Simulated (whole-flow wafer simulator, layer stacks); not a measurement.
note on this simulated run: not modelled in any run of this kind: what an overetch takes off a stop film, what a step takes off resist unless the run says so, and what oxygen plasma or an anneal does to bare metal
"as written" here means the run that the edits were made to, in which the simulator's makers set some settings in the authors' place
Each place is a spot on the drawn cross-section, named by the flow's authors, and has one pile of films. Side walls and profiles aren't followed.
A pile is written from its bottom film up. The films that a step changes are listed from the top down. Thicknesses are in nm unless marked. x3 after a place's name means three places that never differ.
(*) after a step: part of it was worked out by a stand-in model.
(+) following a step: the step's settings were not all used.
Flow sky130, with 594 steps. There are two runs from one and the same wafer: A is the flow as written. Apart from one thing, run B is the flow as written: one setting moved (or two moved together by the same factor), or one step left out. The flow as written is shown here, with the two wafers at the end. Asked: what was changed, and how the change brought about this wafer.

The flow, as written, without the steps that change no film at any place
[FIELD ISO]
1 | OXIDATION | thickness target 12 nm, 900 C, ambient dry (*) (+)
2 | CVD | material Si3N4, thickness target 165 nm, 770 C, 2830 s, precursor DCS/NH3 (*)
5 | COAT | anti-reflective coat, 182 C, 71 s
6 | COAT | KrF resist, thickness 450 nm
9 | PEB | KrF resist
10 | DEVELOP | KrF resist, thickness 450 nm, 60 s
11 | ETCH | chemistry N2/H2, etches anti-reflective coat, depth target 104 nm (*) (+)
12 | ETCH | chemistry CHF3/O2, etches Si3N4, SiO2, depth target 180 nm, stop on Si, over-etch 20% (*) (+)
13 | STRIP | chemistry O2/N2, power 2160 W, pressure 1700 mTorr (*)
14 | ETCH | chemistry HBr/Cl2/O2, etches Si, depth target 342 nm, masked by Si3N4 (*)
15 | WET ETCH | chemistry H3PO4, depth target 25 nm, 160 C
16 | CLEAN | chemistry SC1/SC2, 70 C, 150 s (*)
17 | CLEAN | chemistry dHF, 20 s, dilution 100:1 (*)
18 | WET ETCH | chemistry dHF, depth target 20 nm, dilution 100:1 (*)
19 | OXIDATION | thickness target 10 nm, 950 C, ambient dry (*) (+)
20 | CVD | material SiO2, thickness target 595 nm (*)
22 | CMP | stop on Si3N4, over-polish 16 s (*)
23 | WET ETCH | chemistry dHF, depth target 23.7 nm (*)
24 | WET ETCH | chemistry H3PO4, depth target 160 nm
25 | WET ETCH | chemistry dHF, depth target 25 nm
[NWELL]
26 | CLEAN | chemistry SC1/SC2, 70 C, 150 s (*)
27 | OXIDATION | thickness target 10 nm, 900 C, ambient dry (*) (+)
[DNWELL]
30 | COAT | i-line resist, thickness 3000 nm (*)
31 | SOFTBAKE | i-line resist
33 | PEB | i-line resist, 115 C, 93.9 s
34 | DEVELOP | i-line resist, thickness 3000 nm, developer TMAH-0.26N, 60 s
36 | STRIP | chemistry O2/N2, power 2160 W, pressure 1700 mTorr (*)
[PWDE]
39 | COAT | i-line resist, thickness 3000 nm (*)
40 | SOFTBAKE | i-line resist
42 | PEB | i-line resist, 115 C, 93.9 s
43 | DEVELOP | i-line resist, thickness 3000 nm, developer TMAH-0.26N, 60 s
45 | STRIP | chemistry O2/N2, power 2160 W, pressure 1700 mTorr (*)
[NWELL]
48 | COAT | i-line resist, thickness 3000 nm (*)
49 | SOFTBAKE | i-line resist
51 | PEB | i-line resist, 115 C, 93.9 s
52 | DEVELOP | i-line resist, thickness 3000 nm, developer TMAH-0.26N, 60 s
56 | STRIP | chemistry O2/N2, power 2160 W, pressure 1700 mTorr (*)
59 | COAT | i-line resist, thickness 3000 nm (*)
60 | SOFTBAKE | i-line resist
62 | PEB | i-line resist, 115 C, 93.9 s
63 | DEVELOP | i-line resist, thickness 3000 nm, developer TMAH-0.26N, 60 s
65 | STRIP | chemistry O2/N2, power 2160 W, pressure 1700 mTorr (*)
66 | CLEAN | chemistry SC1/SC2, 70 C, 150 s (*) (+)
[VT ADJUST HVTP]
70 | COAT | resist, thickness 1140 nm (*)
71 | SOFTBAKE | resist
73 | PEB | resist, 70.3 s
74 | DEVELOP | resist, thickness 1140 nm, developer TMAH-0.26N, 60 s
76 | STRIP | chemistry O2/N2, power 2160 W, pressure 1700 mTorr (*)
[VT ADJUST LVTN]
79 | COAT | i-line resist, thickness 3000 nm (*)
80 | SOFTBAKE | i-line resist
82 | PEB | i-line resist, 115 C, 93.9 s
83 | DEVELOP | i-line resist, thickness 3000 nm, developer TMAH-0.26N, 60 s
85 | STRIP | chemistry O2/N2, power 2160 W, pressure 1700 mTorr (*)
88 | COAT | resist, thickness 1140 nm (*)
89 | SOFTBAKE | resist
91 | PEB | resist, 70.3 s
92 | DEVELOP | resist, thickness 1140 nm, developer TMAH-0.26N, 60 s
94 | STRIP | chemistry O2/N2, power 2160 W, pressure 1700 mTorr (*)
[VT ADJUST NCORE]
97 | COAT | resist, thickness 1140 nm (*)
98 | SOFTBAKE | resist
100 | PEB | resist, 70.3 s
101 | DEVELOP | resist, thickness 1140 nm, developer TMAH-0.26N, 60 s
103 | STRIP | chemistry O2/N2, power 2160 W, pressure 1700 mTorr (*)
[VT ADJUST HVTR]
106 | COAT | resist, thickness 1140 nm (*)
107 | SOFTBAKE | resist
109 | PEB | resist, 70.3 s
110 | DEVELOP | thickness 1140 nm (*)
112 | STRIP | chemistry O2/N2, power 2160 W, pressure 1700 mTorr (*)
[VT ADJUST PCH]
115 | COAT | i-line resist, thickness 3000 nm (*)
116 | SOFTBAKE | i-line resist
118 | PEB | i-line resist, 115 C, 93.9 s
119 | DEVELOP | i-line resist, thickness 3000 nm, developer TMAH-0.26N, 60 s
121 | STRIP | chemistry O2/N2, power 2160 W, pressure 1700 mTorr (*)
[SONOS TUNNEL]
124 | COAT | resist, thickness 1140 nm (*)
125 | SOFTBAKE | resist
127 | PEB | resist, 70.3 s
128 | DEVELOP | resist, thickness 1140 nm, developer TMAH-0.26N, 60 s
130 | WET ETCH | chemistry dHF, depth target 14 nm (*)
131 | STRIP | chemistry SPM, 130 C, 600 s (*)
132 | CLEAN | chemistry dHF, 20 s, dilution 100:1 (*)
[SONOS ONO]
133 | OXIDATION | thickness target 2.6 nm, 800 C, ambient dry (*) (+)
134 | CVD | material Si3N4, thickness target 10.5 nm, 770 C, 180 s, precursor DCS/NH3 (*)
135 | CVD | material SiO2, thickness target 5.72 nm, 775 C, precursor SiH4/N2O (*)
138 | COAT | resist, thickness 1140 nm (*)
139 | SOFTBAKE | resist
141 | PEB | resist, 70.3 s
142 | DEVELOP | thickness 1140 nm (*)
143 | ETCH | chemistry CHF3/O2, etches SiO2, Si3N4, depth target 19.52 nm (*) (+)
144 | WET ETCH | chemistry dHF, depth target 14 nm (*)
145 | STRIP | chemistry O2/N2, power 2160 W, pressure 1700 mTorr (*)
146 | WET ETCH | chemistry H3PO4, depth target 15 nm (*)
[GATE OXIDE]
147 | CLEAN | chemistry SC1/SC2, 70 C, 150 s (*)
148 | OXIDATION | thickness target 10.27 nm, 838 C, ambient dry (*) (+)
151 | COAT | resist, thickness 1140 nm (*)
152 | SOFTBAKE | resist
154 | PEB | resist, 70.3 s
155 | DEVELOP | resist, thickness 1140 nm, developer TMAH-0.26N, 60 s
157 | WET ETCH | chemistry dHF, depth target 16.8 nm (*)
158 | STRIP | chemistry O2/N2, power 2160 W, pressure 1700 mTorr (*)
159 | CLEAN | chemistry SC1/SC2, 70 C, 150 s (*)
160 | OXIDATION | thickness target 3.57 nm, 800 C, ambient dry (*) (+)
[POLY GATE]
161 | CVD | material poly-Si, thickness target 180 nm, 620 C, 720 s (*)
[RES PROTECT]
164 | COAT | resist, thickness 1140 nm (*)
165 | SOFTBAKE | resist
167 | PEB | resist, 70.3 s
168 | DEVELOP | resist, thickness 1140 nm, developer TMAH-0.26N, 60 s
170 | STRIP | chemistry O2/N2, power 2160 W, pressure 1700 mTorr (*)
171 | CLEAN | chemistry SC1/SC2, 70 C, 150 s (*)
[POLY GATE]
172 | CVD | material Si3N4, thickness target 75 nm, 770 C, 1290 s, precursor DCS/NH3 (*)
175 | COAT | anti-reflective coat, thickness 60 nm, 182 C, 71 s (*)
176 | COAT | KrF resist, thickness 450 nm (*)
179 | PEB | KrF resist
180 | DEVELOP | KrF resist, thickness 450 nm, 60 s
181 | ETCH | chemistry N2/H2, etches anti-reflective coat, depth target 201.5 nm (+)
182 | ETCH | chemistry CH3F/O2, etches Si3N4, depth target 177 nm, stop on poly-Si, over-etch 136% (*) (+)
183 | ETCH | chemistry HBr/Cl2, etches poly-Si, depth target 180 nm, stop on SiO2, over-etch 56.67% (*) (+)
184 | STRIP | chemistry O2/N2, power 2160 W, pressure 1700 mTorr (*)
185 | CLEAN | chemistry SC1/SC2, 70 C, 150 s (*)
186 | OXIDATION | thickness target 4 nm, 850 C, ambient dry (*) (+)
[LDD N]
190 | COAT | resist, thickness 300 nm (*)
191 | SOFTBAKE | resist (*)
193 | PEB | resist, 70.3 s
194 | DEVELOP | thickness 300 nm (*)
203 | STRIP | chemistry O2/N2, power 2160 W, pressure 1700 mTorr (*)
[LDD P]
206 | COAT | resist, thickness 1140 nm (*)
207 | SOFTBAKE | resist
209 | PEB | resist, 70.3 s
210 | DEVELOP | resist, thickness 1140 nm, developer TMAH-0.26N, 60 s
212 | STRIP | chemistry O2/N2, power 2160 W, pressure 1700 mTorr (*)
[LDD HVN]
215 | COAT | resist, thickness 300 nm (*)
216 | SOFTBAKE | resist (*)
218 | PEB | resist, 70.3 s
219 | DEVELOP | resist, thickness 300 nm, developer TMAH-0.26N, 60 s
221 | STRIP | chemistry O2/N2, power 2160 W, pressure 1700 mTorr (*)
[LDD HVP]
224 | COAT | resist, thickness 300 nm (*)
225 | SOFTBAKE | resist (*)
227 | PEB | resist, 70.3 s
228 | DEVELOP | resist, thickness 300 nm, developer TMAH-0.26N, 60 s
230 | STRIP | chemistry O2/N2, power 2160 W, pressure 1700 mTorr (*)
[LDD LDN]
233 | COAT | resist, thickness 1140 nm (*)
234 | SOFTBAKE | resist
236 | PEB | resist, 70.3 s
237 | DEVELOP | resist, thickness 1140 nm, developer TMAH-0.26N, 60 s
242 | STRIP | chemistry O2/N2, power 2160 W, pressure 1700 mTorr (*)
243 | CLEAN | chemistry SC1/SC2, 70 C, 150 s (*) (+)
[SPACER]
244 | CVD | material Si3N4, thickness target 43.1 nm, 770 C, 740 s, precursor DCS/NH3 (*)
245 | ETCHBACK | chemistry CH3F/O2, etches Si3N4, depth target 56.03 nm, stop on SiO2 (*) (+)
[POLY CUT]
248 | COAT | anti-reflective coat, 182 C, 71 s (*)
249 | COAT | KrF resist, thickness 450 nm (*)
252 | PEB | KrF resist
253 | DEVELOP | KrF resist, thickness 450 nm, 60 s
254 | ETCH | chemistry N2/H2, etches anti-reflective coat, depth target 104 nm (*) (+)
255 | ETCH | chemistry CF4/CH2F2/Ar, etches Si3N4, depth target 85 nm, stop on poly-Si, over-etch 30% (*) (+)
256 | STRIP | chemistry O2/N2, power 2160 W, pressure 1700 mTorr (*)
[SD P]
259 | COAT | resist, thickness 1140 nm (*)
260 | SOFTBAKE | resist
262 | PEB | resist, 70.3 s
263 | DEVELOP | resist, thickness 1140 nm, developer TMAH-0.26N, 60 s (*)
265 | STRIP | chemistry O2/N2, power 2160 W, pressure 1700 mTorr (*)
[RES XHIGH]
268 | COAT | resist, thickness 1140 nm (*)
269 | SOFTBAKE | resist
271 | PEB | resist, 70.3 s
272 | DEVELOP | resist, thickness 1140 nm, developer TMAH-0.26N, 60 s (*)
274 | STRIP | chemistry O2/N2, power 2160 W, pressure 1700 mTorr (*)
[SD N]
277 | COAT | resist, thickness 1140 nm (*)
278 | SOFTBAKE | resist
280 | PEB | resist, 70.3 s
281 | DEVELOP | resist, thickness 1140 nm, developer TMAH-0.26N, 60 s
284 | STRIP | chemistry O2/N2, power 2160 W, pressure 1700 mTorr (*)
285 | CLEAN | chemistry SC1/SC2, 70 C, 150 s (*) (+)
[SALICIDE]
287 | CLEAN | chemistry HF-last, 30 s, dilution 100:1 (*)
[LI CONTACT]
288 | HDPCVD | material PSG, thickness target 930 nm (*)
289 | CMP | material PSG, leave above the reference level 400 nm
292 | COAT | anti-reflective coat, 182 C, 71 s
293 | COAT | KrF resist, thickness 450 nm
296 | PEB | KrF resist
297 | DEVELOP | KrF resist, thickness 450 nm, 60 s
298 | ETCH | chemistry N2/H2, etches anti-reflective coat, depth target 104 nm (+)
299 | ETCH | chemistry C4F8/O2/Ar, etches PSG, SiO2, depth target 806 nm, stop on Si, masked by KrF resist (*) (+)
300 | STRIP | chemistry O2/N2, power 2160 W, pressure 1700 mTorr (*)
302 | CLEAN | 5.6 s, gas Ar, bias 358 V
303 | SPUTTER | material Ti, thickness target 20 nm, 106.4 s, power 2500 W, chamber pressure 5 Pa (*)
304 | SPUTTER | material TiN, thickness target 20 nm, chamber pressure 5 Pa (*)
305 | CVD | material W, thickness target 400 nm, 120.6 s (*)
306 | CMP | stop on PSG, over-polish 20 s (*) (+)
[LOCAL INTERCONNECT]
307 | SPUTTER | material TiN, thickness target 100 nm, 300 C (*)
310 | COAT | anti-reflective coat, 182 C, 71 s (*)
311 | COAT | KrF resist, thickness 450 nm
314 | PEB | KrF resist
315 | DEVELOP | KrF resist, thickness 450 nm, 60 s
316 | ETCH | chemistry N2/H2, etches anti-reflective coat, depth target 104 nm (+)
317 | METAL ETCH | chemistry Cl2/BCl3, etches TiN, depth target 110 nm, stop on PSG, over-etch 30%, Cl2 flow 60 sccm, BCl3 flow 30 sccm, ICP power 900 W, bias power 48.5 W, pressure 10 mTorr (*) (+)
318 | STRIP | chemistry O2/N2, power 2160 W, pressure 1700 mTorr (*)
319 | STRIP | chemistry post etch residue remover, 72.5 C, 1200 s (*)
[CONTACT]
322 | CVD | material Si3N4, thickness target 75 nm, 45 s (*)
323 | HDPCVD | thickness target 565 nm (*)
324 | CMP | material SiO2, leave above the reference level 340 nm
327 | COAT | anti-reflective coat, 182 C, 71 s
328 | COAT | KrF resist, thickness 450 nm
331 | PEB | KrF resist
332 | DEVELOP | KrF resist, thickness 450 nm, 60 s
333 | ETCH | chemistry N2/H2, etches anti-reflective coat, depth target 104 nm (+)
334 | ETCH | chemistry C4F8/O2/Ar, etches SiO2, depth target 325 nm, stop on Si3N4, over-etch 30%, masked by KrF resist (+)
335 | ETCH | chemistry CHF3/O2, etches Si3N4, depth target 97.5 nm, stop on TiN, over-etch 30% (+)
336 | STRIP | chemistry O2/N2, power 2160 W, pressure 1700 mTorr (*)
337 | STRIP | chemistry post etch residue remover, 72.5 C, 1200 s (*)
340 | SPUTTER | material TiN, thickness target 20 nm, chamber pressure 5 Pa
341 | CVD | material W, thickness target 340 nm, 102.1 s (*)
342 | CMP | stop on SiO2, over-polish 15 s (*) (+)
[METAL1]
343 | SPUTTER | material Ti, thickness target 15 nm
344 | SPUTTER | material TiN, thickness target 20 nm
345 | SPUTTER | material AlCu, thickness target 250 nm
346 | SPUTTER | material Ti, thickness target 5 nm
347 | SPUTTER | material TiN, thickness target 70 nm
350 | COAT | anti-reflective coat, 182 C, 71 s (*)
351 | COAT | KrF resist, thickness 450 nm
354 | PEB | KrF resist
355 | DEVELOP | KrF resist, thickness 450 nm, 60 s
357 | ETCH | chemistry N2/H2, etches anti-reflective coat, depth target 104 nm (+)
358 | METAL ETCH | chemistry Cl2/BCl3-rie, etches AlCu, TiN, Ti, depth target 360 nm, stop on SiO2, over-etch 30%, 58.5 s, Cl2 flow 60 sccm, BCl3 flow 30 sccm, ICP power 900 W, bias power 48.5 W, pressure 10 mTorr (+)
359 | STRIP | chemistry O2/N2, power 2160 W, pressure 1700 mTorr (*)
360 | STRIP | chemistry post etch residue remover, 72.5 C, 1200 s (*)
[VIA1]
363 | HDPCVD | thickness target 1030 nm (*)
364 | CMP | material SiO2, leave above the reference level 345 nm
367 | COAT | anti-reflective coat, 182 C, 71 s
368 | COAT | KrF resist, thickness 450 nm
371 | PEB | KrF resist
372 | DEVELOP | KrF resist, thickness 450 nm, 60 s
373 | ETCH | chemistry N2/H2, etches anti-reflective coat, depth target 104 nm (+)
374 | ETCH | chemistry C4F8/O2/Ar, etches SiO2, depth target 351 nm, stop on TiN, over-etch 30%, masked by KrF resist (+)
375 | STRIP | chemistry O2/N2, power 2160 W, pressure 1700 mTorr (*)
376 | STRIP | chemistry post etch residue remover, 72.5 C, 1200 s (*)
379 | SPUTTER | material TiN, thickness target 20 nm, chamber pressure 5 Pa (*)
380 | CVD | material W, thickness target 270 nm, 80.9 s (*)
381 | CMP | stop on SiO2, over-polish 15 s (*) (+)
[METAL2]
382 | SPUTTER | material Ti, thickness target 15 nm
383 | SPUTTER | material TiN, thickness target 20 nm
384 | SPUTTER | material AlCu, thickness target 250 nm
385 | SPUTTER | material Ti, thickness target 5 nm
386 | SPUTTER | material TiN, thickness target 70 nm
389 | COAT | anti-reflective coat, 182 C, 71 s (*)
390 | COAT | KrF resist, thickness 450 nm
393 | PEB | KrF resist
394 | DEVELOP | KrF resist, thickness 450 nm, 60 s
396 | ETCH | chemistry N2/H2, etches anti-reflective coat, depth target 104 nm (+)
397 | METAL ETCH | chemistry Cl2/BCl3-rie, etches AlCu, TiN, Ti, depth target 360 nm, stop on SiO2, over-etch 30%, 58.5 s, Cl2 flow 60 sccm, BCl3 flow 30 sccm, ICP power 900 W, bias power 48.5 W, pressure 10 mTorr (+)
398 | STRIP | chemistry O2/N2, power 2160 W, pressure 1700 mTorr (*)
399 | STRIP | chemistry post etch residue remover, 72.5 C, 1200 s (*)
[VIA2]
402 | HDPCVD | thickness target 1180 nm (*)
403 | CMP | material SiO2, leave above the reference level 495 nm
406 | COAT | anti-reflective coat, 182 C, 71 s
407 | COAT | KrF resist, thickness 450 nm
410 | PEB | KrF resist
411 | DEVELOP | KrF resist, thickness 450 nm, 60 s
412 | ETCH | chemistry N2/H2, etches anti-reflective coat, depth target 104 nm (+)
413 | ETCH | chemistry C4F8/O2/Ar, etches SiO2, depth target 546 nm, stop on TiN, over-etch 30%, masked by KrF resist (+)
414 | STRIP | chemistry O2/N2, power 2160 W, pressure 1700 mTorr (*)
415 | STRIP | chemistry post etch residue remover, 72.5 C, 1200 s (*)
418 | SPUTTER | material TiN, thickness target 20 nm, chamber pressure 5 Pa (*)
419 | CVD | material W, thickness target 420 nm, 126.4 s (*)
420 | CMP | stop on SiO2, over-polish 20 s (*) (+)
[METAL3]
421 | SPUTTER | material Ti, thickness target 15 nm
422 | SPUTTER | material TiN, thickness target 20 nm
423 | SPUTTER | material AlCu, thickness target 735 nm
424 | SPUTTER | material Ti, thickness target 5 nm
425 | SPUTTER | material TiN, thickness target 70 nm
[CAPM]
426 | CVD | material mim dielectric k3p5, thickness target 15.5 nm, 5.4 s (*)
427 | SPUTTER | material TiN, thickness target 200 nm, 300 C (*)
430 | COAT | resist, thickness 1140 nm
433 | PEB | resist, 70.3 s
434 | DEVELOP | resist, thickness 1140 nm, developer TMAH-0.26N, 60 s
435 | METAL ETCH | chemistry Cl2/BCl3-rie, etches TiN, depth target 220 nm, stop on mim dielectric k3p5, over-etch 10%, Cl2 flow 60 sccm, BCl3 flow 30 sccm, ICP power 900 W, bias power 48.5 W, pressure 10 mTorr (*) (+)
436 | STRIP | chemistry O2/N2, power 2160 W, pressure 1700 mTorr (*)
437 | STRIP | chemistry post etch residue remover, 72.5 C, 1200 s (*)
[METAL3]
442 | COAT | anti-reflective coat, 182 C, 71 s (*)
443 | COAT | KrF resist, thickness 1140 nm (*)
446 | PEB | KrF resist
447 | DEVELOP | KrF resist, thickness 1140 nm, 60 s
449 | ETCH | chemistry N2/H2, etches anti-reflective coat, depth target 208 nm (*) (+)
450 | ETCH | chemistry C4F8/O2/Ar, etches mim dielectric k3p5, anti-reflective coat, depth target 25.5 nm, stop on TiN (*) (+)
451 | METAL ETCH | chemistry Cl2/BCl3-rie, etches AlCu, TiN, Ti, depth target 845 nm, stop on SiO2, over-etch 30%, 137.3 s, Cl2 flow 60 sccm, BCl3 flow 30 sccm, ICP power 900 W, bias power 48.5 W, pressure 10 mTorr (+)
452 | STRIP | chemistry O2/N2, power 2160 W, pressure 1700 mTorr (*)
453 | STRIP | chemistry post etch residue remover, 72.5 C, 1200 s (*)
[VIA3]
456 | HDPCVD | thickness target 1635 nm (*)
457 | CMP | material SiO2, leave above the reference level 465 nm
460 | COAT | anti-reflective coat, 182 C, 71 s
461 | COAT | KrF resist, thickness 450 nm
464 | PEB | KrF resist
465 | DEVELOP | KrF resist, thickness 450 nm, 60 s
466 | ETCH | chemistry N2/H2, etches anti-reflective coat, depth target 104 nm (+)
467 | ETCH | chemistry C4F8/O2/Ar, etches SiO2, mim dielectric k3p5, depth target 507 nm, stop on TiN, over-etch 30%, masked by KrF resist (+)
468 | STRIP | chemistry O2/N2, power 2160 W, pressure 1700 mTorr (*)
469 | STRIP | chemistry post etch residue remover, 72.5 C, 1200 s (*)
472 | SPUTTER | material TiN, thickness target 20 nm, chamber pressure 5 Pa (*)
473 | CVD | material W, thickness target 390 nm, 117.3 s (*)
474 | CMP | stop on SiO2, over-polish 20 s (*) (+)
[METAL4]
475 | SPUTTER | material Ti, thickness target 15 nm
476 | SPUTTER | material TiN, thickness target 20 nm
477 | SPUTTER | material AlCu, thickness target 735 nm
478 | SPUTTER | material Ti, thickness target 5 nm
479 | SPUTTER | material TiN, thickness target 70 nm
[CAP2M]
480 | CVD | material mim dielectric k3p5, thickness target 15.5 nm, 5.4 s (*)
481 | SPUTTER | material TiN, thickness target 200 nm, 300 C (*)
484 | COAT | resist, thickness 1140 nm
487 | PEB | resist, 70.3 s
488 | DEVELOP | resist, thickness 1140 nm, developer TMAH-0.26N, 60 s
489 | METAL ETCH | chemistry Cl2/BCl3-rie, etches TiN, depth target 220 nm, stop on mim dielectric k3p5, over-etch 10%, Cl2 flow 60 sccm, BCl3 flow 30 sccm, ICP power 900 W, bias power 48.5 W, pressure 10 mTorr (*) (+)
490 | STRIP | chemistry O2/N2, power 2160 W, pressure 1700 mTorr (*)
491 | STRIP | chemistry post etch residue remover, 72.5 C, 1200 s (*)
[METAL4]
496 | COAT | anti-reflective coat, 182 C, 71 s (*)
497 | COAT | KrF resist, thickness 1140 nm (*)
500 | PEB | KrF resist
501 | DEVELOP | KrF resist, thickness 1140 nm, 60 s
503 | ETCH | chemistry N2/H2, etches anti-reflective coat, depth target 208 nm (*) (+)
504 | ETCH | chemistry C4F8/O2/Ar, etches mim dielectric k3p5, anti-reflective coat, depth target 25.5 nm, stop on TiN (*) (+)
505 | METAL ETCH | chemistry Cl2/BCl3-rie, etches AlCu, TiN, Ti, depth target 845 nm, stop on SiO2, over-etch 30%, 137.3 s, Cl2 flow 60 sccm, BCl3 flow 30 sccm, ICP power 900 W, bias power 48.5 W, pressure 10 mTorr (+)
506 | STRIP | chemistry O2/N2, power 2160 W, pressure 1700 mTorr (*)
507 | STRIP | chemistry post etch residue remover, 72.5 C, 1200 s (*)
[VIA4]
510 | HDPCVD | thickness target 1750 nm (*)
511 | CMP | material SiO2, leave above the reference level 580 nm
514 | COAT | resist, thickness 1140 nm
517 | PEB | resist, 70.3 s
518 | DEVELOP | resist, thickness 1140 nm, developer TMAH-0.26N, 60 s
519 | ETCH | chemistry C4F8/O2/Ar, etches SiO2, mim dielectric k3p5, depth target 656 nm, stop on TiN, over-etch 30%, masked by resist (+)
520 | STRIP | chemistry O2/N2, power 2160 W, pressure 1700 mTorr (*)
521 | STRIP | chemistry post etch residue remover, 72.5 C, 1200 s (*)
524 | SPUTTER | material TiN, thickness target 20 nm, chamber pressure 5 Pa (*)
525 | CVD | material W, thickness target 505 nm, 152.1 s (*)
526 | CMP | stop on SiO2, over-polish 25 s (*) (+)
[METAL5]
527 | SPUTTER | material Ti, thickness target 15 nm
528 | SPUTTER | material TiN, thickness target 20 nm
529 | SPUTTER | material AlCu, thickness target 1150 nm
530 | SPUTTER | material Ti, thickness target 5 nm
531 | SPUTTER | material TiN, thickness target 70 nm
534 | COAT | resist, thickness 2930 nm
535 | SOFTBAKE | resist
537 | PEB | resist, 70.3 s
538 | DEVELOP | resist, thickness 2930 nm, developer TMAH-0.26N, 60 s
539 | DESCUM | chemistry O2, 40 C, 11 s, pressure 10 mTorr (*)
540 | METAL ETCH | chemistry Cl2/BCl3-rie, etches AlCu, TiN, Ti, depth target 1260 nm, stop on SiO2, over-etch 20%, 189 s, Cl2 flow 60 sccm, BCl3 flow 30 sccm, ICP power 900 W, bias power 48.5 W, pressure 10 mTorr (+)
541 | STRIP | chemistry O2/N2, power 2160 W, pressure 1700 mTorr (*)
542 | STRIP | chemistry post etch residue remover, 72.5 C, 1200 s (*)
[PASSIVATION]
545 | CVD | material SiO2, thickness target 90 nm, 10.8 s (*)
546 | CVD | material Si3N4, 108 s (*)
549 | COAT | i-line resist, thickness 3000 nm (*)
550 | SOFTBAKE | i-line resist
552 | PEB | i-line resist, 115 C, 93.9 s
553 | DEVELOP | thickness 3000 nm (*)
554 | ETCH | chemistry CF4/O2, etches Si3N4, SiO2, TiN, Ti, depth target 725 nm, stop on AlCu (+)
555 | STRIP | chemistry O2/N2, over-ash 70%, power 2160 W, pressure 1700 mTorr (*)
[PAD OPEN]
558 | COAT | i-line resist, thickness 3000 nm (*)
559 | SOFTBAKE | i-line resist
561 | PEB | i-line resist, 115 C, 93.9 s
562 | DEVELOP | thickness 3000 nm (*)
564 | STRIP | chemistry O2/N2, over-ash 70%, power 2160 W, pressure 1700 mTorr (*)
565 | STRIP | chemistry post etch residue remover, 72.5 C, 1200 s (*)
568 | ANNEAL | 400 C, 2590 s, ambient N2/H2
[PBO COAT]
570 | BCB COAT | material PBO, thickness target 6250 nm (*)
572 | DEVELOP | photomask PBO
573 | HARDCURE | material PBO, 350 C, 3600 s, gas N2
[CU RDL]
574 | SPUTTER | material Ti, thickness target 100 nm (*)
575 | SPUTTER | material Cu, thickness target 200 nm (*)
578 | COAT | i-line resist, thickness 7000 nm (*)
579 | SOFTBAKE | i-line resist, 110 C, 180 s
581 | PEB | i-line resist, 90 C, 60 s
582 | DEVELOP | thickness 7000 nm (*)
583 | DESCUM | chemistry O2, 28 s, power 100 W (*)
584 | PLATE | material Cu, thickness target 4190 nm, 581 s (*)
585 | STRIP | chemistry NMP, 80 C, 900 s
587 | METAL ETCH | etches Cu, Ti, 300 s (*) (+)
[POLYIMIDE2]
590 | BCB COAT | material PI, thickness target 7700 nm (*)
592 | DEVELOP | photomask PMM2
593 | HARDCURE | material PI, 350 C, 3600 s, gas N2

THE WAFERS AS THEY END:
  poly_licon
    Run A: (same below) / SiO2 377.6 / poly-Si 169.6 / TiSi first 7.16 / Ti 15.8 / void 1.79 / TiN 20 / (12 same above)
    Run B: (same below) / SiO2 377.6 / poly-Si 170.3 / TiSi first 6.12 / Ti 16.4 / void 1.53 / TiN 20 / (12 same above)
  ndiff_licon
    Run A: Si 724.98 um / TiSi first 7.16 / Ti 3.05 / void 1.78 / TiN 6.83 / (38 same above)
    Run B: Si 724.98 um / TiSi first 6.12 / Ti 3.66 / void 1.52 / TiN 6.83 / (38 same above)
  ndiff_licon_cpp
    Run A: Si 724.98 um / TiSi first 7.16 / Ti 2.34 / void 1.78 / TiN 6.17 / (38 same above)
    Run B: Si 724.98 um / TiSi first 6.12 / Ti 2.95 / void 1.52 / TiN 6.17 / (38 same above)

Cause: step 568, ANNEAL: 1554 s was run, while the flow as written has 2590 s.

Step by step, how the change led to this:
  568 | ANNEAL | 400 C, 2590 s, ambient N2/H2
      poly_licon, rpo_hd_licon: A under 11 films: void gains 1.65 (new film), Ti loses 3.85, TiSi first gains 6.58 (new film), poly-Si loses 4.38 | B under 11 films: void gains 1.36 (new film), Ti loses 3.17, TiSi first gains 5.43 (new film), poly-Si loses 3.61
      ndiff_licon, ndiff_licon_cpp: A under 37 films: void gains 1.63 (new film), Ti loses 3.85, TiSi first gains 6.58 (new film), Si loses 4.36 | B under 37 films: void gains 1.35 (new film), Ti loses 3.17, TiSi first gains 5.43 (new film), Si loses 3.6
